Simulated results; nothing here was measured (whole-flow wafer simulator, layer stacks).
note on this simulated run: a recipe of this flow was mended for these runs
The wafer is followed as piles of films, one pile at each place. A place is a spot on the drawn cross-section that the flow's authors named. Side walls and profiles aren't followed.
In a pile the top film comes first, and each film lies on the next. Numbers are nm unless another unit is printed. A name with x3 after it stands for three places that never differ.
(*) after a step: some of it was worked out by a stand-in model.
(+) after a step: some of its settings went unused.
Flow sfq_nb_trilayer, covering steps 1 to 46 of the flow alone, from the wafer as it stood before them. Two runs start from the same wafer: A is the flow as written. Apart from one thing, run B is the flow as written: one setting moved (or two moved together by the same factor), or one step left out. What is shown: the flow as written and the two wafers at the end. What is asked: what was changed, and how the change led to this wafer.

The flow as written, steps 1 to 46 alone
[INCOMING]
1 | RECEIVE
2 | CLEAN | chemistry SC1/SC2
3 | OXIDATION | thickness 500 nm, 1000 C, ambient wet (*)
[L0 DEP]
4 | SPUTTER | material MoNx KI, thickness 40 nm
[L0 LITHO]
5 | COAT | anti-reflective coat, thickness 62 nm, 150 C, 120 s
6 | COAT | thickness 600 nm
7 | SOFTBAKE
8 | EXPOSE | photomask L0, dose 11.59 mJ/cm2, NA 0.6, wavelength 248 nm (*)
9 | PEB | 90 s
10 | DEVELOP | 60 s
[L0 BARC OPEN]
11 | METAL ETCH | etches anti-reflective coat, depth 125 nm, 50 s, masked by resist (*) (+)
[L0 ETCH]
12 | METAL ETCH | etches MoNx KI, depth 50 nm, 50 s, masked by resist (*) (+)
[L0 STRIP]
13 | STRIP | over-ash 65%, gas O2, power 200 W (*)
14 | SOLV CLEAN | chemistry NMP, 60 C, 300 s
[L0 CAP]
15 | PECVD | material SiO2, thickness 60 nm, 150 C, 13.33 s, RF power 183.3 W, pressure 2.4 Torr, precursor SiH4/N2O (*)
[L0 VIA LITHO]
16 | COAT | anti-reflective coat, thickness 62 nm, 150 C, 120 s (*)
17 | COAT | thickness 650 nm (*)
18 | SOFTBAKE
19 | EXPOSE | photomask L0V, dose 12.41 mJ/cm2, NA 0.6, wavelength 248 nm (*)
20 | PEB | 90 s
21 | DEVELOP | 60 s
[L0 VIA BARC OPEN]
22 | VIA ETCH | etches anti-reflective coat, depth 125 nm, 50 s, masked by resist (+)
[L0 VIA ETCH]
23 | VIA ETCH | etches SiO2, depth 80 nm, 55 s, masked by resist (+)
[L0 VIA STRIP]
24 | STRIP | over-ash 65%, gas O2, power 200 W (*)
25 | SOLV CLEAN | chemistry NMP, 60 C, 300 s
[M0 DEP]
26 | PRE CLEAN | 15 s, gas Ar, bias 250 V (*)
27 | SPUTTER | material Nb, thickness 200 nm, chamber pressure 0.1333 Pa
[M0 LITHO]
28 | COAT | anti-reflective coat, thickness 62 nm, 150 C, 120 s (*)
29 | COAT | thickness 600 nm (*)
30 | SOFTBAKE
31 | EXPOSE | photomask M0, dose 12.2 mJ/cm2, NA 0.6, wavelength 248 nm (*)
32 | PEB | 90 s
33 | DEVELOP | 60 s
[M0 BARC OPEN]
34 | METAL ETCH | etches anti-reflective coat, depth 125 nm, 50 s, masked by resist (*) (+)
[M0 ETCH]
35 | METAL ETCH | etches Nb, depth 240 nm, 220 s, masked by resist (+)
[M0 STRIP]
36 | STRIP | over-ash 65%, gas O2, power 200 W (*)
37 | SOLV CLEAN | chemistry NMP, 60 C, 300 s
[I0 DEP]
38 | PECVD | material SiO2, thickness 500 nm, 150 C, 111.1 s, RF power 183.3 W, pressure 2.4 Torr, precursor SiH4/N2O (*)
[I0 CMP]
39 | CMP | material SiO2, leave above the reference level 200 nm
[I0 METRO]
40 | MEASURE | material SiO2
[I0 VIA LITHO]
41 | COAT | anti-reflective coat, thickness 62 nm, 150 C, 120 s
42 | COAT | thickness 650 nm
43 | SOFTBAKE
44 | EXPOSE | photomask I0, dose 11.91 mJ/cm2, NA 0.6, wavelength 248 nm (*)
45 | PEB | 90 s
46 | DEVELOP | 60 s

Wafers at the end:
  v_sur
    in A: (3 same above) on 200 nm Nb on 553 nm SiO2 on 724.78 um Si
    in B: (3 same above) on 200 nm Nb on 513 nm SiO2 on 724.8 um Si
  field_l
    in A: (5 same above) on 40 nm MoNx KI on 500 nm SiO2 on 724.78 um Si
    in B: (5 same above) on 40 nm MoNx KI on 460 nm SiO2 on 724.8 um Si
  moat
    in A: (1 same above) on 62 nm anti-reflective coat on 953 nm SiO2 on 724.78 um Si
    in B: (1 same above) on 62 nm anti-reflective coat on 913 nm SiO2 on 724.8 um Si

Cause: step 3, OXIDATION: 988 C was run, whereas the flow has 1000 C.

The path from the change to this, step by step:
  3 | OXIDATION | thickness 500 nm, 1000 C, ambient wet (*)
      field_l, v_sur, via_wl and 103 more: A SiO2 gains 500 (new film), chemical SiO2 loses 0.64 (all of it), Si loses 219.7 | B SiO2 gains 460 (new film), chemical SiO2 loses 0.64 (all of it), Si loses 202.1
